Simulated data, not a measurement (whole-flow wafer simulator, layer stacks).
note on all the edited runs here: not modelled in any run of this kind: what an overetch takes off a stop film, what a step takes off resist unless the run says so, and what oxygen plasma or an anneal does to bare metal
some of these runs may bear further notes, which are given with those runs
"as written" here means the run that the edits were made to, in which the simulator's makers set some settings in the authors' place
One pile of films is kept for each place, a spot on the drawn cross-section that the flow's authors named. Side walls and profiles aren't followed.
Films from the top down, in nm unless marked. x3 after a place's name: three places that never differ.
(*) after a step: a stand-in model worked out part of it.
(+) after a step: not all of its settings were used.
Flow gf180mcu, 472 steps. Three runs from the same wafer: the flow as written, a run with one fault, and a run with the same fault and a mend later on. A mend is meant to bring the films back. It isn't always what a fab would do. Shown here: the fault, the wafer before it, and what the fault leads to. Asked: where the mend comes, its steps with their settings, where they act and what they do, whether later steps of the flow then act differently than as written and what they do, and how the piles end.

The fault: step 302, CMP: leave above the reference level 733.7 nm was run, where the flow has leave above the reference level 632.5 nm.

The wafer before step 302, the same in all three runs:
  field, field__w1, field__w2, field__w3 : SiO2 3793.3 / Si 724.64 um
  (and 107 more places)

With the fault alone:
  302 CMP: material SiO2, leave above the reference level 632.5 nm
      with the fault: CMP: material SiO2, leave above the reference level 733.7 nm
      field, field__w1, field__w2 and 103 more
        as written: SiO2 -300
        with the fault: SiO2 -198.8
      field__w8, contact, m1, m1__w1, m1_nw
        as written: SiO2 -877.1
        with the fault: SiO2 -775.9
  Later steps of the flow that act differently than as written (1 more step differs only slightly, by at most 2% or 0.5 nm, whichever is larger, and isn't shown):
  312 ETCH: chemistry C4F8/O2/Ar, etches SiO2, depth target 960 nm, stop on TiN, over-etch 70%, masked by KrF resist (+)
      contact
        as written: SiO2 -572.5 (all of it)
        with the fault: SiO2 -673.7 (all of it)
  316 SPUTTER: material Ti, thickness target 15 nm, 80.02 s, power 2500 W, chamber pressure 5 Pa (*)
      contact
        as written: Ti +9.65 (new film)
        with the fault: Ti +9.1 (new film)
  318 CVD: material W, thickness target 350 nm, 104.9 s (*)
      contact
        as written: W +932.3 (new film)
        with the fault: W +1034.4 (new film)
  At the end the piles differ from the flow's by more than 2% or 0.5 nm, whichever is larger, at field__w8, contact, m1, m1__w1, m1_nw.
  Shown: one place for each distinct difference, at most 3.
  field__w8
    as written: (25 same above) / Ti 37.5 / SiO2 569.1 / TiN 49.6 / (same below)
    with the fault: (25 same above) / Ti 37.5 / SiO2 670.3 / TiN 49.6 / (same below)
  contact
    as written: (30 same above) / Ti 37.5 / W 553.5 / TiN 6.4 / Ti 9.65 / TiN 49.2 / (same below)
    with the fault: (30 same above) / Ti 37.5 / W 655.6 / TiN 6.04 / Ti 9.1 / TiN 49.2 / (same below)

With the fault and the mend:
  The mend comes after step 310.
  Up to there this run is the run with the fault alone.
  310a STRIP: chemistry O2/N2, power 2160 W, pressure 1700 mTorr (*)
      field, field__w1, field__w2 and 107 more
        KrF resist -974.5 (all of it), anti-reflective coat -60 (all of it)
      contact
        anti-reflective coat -60 (all of it)
  310b CMP: material SiO2, leave above the reference level 632.5 nm (the flow's step 302 once more)
      field, field__w1, field__w2 and 108 more
        SiO2 -101.2
  310c HMDS: 120 C, 60 s (the flow's step 304 once more)
      changes no film at any place that is followed
  310d COAT: anti-reflective coat, thickness 60 nm, 182 C, 71 s (the flow's step 305 once more)
      field, field__w1, field__w2 and 108 more
        anti-reflective coat +60 (new film)
  310e COAT: KrF resist, thickness 1000 nm (the flow's step 306 once more)
      field, field__w1, field__w2 and 108 more
        KrF resist +1000 (new film)
  310f SOFTBAKE: KrF resist (the flow's step 307 once more)
      changes no film at any place that is followed
  310g EXPOSE: photomask Via2 (the flow's step 308 once more)
      changes no film at any place that is followed
  310h PEB: KrF resist, 135 C, 90 s (the flow's step 309 once more)
      field, field__w1, field__w2 and 108 more
        KrF resist -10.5
  310i DEVELOP: KrF resist, thickness 1000 nm, 60 s (the flow's step 310 once more)
      field, field__w1, field__w2 and 107 more
        KrF resist -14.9
      contact
        KrF resist -989.5 (all of it)
  No later step of the flow acts differently than as written at any place that is followed.
  At the end the piles are the same as the flow's at every place that both follow.
